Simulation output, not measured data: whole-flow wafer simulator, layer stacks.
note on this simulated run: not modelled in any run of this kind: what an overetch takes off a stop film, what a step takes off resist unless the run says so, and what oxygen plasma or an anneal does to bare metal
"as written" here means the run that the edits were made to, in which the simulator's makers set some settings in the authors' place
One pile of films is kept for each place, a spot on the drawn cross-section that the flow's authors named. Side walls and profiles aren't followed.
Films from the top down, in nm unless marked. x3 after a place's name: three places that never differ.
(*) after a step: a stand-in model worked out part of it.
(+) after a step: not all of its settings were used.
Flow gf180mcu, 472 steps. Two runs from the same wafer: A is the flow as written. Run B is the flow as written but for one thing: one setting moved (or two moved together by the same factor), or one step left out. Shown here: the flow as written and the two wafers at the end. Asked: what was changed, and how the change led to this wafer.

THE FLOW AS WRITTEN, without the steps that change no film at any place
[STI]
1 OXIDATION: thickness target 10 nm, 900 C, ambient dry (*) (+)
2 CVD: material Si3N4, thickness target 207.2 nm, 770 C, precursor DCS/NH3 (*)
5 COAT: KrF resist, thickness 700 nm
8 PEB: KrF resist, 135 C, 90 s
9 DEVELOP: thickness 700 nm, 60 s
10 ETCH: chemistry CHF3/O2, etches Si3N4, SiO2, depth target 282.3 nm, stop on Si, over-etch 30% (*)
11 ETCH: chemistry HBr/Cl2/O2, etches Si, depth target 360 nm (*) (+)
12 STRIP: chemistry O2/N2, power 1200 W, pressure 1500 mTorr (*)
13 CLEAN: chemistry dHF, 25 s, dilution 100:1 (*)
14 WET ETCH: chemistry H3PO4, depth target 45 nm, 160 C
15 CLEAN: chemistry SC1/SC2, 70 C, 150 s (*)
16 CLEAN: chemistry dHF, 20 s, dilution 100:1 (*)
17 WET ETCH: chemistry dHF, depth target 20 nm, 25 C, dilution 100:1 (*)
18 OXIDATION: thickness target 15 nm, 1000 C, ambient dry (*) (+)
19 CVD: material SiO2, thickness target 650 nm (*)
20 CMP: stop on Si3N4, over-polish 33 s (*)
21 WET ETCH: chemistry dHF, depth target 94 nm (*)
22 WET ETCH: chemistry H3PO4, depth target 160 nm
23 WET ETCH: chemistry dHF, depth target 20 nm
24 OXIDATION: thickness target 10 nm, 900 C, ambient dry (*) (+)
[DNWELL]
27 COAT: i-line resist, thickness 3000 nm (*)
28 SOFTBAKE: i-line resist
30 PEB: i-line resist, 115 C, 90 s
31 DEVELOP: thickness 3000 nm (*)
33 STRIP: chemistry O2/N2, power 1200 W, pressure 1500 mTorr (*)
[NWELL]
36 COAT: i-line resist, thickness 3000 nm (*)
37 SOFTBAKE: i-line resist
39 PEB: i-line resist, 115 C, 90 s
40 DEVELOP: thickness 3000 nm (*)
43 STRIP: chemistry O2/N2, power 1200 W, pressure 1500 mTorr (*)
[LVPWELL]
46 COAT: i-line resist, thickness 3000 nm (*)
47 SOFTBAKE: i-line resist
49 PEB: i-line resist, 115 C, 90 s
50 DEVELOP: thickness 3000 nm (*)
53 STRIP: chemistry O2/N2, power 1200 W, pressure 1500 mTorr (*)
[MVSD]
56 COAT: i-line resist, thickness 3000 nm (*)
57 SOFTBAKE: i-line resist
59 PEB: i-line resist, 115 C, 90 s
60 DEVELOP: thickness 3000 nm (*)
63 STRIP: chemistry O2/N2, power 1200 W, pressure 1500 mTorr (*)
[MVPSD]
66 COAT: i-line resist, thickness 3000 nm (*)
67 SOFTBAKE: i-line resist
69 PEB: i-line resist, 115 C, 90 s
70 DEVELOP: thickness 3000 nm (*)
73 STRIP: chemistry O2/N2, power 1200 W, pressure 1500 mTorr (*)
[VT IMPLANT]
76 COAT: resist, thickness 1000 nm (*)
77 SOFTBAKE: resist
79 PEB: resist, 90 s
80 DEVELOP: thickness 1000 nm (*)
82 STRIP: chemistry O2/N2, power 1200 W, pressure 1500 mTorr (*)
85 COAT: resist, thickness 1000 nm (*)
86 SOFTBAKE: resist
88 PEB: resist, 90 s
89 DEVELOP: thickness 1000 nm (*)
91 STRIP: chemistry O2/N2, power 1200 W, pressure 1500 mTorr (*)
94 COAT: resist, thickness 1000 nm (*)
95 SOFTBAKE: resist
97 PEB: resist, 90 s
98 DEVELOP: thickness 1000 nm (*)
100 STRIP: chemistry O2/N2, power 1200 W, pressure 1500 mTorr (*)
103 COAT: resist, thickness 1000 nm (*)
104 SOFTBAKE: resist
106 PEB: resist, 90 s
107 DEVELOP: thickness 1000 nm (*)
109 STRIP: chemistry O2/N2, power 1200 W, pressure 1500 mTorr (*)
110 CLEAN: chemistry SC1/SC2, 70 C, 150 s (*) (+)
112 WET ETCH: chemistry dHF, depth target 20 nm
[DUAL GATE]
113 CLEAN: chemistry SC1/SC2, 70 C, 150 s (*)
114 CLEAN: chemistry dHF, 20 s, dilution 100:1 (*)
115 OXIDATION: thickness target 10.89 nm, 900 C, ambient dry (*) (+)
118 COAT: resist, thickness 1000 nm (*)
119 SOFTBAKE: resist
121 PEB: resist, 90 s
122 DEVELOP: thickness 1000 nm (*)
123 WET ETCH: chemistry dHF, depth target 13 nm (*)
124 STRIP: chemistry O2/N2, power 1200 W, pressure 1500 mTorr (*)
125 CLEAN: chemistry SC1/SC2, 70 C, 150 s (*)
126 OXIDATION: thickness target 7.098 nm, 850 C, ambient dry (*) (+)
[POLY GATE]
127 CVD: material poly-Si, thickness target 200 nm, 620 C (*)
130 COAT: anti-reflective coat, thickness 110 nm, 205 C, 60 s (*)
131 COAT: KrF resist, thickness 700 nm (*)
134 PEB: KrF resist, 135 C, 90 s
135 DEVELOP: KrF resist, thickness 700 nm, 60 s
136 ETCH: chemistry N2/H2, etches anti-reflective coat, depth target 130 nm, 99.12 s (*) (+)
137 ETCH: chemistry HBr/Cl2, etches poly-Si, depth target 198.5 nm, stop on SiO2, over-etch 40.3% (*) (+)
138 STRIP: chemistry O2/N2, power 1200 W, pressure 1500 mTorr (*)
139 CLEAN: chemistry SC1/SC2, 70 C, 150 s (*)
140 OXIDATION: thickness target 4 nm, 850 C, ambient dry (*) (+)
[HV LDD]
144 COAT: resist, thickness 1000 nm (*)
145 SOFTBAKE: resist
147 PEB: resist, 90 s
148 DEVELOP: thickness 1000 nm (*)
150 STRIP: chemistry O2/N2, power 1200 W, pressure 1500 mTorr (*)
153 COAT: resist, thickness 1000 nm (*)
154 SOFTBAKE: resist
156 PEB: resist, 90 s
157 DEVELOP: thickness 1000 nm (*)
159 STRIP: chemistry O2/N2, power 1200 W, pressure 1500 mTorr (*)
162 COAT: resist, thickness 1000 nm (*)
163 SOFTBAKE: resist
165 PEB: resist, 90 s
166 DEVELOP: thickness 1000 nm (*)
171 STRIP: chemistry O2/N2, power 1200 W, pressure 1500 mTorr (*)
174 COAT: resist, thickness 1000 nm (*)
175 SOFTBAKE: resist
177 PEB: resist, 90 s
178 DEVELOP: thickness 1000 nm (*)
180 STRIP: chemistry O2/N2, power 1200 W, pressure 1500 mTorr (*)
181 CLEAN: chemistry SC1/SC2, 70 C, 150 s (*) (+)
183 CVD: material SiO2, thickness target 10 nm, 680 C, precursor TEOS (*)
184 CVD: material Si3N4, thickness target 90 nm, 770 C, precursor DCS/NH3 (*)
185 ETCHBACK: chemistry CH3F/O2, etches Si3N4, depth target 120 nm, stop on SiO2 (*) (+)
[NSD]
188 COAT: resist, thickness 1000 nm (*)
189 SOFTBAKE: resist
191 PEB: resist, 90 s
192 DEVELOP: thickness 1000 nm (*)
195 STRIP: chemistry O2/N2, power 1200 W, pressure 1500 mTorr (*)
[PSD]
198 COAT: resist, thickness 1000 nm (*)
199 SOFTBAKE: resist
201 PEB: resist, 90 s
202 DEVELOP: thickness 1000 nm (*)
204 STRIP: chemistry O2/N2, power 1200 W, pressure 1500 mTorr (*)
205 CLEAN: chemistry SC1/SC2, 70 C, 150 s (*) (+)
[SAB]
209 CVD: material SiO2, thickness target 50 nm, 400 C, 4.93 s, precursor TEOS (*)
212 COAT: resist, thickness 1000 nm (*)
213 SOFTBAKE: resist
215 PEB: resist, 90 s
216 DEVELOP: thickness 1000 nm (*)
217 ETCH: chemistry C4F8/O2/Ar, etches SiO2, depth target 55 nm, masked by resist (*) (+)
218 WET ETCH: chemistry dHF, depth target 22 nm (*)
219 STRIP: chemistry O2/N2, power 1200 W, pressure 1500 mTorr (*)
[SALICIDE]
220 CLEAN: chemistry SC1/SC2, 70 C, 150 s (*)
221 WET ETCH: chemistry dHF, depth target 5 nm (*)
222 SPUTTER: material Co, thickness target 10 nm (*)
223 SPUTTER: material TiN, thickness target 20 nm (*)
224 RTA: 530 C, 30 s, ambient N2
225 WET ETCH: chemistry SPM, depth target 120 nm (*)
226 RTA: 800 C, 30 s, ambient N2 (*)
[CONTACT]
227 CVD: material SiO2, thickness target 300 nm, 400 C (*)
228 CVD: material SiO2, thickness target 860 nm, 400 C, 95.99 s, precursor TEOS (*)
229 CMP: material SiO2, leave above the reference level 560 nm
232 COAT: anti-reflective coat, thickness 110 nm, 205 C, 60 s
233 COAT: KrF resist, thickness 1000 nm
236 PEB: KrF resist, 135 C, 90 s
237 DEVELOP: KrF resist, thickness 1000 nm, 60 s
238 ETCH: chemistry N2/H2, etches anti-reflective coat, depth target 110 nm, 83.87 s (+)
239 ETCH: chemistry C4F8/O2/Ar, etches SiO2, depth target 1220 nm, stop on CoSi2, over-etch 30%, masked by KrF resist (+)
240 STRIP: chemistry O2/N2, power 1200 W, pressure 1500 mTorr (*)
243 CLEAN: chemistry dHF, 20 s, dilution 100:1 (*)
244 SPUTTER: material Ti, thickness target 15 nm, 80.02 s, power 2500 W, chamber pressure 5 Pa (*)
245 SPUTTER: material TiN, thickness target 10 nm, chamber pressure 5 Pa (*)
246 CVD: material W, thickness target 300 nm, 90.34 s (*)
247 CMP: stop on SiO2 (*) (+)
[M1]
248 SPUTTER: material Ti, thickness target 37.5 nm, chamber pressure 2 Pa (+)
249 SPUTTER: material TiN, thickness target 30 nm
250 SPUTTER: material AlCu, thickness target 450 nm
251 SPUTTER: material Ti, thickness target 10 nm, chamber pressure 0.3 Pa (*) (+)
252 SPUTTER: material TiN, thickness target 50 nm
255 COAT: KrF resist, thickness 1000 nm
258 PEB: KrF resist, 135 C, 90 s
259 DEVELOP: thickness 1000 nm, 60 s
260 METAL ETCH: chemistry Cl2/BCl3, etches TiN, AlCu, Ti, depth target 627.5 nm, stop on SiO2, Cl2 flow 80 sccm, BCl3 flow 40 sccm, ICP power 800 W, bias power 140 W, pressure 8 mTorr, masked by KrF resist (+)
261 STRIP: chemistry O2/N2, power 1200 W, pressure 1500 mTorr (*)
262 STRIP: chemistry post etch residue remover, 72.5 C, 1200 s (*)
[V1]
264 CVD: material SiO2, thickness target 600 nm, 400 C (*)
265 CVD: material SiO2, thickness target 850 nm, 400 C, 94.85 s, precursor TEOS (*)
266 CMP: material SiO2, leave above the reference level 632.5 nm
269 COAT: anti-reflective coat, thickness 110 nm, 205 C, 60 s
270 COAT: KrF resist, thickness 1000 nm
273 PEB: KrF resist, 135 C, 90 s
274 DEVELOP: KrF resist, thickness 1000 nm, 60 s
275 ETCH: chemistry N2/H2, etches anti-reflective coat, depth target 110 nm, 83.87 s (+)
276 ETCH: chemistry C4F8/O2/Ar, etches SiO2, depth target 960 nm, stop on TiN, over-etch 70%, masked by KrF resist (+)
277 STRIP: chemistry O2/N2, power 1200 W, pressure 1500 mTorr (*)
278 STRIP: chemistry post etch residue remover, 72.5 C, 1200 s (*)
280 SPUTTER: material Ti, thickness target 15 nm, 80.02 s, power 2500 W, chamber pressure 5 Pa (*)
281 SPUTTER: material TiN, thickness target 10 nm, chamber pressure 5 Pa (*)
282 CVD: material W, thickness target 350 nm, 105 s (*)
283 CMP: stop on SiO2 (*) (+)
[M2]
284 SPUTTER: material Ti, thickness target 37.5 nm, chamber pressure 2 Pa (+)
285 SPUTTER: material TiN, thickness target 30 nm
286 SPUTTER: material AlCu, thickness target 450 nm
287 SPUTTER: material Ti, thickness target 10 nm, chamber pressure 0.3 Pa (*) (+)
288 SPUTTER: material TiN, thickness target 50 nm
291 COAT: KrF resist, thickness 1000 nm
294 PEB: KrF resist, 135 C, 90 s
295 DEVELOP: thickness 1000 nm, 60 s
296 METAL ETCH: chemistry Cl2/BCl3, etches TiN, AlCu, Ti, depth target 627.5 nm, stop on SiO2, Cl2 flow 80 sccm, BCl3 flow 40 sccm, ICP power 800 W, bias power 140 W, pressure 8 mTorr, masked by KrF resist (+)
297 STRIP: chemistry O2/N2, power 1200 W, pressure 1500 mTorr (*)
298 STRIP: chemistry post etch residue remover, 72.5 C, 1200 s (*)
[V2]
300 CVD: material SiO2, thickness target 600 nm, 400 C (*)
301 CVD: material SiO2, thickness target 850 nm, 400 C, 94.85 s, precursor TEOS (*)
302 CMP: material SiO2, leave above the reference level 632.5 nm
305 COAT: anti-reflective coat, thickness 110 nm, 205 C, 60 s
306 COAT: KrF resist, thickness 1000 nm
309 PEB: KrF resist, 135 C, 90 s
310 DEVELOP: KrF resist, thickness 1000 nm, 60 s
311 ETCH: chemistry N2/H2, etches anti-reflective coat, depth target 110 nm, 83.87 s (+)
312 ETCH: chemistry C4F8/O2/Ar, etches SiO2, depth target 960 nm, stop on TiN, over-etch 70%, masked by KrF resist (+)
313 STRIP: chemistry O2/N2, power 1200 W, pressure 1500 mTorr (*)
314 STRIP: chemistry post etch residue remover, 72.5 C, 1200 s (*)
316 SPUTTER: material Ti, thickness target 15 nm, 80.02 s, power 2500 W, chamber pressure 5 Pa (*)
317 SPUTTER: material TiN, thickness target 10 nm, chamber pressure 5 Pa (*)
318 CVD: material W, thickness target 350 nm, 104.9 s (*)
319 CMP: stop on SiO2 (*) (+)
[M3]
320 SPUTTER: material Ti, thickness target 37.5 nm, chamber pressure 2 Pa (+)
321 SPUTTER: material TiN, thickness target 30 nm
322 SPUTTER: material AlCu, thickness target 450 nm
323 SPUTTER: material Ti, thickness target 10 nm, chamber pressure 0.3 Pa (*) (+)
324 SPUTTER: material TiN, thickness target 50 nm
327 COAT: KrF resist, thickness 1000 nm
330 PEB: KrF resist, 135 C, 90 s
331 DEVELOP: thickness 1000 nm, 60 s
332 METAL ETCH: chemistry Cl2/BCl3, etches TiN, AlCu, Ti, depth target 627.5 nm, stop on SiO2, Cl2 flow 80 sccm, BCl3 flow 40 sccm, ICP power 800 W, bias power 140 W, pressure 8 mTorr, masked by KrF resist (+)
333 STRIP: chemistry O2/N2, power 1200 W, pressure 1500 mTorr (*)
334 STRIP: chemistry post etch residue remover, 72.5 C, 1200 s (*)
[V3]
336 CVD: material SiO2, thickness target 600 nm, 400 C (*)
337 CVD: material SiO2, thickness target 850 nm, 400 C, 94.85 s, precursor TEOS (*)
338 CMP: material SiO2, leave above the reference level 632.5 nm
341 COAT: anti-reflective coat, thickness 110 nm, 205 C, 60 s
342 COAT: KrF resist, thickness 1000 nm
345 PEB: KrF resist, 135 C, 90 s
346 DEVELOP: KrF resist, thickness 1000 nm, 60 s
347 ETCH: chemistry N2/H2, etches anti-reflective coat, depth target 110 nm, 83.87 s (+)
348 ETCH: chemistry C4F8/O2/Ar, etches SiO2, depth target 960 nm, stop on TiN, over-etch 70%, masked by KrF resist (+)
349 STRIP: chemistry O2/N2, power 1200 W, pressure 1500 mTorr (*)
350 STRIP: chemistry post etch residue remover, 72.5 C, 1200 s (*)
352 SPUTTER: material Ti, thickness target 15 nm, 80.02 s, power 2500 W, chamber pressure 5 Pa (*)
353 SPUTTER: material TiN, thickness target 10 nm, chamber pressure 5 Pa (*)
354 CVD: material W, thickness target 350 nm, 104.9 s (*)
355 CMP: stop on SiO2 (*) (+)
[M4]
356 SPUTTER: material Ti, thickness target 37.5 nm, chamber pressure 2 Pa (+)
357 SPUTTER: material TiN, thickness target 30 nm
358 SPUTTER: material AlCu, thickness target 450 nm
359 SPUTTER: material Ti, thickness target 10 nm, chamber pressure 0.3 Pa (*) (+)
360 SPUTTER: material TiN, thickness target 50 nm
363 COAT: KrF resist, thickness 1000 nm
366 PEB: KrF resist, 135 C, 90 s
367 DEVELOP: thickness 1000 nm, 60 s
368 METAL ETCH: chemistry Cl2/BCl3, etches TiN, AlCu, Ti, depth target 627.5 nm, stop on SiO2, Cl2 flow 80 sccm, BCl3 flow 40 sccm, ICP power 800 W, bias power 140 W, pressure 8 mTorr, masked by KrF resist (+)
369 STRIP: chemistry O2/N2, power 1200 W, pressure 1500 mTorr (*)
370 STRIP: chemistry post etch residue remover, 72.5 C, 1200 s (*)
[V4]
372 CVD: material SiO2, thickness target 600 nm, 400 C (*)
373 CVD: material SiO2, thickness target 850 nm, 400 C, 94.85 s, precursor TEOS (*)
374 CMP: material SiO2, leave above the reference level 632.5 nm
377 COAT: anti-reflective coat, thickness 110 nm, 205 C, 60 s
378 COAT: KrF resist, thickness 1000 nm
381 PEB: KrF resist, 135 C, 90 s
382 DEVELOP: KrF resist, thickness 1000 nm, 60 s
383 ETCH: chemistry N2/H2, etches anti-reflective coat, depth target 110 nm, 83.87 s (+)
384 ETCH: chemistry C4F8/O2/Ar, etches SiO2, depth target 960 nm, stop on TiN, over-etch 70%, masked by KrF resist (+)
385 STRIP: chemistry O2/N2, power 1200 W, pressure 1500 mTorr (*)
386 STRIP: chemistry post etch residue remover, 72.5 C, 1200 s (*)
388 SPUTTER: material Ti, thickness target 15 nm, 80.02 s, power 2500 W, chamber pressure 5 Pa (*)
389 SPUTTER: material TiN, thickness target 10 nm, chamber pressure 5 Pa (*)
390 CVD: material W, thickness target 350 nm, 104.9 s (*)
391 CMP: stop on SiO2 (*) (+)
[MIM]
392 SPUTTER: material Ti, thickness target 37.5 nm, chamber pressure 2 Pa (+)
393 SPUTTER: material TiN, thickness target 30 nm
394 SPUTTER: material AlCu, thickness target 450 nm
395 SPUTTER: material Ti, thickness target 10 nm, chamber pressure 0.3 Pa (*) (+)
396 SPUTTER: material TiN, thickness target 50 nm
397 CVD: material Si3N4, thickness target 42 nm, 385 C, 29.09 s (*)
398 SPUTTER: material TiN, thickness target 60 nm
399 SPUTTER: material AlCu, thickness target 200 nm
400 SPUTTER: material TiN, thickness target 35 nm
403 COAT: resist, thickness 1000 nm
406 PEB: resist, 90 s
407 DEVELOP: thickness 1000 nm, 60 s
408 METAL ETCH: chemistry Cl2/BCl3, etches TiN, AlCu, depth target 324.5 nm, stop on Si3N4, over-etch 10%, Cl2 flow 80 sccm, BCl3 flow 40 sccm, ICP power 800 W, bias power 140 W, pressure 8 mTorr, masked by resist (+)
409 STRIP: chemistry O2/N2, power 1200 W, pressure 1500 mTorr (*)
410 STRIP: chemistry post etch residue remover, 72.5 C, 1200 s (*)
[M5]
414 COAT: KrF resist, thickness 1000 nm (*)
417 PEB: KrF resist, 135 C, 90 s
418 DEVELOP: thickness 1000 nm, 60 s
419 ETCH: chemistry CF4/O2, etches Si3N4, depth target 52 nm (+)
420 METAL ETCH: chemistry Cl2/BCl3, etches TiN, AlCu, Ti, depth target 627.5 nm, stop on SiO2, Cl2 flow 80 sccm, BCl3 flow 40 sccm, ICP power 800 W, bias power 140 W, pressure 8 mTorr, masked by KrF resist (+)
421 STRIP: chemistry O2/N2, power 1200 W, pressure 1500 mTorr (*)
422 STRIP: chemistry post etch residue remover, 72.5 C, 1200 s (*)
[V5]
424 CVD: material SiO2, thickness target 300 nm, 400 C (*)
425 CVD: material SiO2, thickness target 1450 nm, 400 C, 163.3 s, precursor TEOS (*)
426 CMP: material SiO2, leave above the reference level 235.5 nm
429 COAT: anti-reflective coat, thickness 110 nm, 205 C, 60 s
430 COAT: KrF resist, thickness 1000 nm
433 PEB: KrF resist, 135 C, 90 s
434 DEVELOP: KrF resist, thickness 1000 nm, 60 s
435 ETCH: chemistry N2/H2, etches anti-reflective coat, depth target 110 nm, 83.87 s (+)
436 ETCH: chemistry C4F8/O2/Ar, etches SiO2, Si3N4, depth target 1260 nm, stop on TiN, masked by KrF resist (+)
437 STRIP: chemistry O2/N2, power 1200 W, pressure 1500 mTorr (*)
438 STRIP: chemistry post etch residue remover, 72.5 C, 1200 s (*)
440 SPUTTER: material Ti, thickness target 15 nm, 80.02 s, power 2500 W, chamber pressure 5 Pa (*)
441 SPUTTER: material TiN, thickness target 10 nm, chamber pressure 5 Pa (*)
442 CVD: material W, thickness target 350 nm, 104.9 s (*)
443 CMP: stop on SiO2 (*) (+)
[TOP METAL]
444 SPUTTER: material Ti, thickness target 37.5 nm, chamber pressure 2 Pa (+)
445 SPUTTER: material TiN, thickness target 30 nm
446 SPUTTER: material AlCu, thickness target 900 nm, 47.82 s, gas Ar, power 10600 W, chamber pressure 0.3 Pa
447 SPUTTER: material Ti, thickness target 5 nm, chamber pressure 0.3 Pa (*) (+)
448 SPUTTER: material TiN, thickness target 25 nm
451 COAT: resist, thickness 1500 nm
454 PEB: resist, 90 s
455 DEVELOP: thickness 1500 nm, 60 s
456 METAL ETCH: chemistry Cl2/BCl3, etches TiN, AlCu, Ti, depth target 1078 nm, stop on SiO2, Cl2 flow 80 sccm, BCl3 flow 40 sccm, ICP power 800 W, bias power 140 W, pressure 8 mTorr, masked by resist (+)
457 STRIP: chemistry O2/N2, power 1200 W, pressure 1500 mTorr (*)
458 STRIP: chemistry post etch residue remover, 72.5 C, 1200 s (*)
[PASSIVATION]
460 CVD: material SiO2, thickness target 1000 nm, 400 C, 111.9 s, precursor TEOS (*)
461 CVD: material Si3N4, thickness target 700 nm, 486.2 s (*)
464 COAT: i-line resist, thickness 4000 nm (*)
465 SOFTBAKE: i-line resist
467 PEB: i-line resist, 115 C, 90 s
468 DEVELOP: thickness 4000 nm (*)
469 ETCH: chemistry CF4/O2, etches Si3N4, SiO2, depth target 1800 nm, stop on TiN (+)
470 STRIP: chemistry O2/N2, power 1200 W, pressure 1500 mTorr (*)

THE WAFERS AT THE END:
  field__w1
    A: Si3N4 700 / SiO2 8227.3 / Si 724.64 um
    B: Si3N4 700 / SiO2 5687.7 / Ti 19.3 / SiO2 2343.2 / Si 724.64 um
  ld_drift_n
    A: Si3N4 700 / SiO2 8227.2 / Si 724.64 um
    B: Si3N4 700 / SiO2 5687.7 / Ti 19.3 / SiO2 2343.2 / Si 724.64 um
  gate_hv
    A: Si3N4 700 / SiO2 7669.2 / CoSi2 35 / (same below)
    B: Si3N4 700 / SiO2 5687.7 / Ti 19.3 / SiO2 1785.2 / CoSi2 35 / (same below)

The cause: step 286, SPUTTER: thickness target 273 nm was run, where the flow has thickness target 450 nm; step 296, METAL ETCH: depth target 381.2 nm was run, where the flow has depth target 627.5 nm.

How the change led to this, step by step:
  286 SPUTTER: material AlCu, thickness target 450 nm
      field, field__w1, field__w2 and 108 more: A AlCu +450 (new film) | B AlCu +273 (new film)
  296 METAL ETCH: chemistry Cl2/BCl3, etches TiN, AlCu, Ti, depth target 627.5 nm, stop on SiO2, Cl2 flow 80 sccm, BCl3 flow 40 sccm, ICP power 800 W, bias power 140 W, pressure 8 mTorr, masked by KrF resist (+)
      field, field__w1, field__w2 and 103 more: A TiN -50 (all of it), Ti -10 (all of it), AlCu -450 (all of it), TiN -30 (all of it), Ti -37.5 (all of it) | B TiN -50 (all of it), Ti -10 (all of it), AlCu -273 (all of it), TiN -30 (all of it), Ti -18.2
      field__w8, contact, m1, m1__w1, m1_nw: A KrF resist -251 | B KrF resist -152.5
  297 STRIP: chemistry O2/N2, power 1200 W, pressure 1500 mTorr (*)
      field__w8, contact, m1, m1__w1, m1_nw: A KrF resist -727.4 (all of it) | B KrF resist -825.9 (all of it)
  300 CVD: material SiO2, thickness target 600 nm, 400 C (*)
      field, field__w1, field__w2 and 103 more: A SiO2 +600 | B SiO2 +600 (new film)
  302 CMP: material SiO2, leave above the reference level 632.5 nm
      field, field__w1, field__w2 and 103 more: A SiO2 -300 | B SiO2 -496.3
Counting metal films that touch as one body, field__w1 has 1 body; the flow as written gives 0 bodies.
Counting metal films that touch as one body, ld_drift_n has 1 body; the flow as written gives 0 bodies.
Counting metal films that touch as one body, gate_hv has 2 bodies (between them, from the top down: SiO2 1785.2); the flow as written gives 1 body.
